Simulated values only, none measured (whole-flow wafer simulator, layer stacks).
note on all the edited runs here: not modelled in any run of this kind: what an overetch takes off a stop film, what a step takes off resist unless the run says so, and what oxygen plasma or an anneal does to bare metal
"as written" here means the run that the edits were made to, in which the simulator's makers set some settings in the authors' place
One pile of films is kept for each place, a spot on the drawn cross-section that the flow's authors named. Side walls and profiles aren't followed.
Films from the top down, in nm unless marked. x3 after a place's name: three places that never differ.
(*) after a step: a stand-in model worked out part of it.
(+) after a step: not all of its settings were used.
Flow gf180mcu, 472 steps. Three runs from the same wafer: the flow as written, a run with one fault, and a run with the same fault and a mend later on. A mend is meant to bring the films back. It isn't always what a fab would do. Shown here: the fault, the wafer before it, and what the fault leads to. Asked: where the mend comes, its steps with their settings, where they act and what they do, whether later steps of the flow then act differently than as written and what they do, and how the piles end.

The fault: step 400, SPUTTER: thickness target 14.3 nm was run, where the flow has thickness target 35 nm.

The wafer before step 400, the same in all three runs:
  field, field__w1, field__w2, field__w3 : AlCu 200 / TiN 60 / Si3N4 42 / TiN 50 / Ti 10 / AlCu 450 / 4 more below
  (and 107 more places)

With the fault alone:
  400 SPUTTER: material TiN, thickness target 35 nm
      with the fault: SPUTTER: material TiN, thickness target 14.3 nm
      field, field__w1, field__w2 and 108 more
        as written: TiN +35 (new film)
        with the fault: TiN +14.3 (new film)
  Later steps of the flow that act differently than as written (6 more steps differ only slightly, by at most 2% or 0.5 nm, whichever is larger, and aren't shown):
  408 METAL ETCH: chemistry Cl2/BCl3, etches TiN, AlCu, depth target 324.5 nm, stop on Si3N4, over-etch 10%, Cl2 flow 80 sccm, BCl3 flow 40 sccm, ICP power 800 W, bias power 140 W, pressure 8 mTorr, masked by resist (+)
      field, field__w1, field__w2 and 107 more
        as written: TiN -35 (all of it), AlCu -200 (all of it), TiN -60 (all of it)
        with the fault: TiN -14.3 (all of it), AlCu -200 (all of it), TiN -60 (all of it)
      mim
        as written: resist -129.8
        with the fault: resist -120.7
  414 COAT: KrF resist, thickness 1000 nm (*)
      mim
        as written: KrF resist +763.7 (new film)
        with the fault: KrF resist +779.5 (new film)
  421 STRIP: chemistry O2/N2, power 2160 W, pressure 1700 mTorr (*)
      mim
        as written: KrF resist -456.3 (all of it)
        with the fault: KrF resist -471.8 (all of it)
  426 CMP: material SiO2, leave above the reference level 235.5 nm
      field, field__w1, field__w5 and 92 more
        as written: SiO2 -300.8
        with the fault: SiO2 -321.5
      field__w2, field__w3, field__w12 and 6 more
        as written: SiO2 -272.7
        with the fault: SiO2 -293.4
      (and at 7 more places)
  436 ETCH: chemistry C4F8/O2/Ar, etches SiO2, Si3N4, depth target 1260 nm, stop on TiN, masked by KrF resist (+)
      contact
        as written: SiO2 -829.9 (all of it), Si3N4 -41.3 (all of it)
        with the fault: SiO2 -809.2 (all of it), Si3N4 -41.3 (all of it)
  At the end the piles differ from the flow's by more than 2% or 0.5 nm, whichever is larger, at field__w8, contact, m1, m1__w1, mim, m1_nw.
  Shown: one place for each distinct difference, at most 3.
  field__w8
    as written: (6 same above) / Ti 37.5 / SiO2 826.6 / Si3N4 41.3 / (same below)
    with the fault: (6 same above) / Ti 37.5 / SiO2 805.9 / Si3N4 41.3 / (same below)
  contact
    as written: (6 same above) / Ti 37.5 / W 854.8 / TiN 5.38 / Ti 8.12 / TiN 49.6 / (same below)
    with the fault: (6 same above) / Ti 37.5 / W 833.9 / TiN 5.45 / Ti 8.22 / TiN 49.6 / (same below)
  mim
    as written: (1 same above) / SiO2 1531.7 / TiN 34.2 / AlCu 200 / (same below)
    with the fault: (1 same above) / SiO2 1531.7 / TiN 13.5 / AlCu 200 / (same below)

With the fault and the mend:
  The mend comes after step 407.
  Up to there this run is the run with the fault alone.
  407a STRIP: chemistry O2/N2, power 2160 W, pressure 1700 mTorr (*)
      mim
        resist -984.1 (all of it)
  407b SPUTTER: material TiN, thickness target 20.7 nm (the flow's step 400 once more, with other settings)
      field, field__w1, field__w2 and 108 more
        TiN +20.7
  407c HMDS: 120 C, 60 s (the flow's step 402 once more)
      changes no film at any place that is followed
  407d COAT: resist, thickness 1000 nm (the flow's step 403 once more)
      field, field__w1, field__w2 and 108 more
        resist +1000 (new film)
  407e SOFTBAKE: resist (the flow's step 404 once more)
      changes no film at any place that is followed
  407f EXPOSE: photomask FuseTop (the flow's step 405 once more)
      changes no film at any place that is followed
  407g PEB: resist, 70.3 s (the flow's step 406 once more)
      field, field__w1, field__w2 and 108 more
        resist -15.9
  407h DEVELOP: thickness 1000 nm, 60 s (the flow's step 407 once more)
      field, field__w1, field__w2 and 107 more
        resist -984.1 (all of it)
  No later step of the flow acts differently than as written at any place that is followed.
  At the end the piles are the same as the flow's at every place that both follow.
